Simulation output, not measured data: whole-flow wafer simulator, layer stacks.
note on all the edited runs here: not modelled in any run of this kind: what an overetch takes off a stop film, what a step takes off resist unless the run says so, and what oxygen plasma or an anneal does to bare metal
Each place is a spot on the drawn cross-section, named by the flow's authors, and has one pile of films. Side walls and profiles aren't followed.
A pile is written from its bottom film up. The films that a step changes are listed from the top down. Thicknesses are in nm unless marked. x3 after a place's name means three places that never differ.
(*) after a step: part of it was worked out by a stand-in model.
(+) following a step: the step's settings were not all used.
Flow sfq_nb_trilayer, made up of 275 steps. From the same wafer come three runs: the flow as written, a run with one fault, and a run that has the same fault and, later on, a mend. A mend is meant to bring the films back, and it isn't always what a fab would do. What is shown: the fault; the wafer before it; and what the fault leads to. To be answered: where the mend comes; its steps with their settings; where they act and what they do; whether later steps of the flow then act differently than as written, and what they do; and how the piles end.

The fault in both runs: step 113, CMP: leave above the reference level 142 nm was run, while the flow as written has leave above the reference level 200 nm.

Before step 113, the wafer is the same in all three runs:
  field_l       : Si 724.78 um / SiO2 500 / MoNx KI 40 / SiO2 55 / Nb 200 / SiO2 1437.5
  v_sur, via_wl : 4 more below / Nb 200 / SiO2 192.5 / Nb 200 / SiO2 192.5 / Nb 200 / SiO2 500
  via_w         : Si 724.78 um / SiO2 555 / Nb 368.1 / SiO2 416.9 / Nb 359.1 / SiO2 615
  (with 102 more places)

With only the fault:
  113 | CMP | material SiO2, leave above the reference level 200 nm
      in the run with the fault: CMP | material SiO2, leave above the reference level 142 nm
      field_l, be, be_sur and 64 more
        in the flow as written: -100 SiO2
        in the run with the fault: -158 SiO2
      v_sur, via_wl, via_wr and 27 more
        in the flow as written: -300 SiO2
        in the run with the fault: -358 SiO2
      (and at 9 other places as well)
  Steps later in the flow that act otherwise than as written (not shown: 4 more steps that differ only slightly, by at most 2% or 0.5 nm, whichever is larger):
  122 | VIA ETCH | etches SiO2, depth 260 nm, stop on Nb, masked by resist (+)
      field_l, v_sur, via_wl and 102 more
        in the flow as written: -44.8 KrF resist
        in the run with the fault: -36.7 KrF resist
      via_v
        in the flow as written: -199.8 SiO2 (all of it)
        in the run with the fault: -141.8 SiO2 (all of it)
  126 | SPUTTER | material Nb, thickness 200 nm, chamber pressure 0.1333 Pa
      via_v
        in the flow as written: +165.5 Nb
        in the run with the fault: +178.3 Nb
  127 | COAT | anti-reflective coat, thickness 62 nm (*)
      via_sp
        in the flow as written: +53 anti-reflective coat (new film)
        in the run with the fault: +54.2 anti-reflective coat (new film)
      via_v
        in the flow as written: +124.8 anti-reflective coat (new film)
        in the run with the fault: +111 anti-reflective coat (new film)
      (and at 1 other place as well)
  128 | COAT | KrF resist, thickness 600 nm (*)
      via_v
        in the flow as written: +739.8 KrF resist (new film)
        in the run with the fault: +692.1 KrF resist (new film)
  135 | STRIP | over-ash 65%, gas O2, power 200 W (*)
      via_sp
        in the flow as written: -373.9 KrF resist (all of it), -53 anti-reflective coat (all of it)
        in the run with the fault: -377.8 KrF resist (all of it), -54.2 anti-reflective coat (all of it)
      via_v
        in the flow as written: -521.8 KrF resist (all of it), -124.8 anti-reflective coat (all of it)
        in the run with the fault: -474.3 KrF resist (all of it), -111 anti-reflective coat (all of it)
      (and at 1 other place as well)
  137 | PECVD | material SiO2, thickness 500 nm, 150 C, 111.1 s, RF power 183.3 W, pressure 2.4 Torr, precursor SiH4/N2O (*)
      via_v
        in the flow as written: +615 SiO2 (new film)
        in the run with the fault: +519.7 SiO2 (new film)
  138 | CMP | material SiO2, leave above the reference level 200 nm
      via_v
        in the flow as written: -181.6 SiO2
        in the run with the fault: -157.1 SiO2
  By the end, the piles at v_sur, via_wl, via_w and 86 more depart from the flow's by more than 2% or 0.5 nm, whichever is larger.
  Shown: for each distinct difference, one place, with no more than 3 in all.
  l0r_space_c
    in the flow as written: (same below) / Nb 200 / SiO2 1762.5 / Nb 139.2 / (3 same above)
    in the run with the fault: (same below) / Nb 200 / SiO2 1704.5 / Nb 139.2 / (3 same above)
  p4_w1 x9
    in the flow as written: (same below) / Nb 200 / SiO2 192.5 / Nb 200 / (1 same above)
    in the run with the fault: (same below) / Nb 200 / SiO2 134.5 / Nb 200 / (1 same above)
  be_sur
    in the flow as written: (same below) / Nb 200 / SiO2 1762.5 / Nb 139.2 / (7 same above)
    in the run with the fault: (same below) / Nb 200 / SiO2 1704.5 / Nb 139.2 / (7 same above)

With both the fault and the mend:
  After step 114 comes the mend.
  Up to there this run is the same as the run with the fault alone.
  114a | PECVD | material SiO2, thickness 58 nm, 150 C, 12.89 s, RF power 183.3 W, pressure 2.4 Torr, precursor SiH4/N2O (the flow's step 112, run once more with other settings)
      field_l, v_sur, via_wl and 103 more
        +58 SiO2
  Every later step of the flow that is run acts as written, at every place that is followed, to within 2% or 0.5 nm, whichever is larger.
  By the end, the piles equal the flow's at every place that both follow.
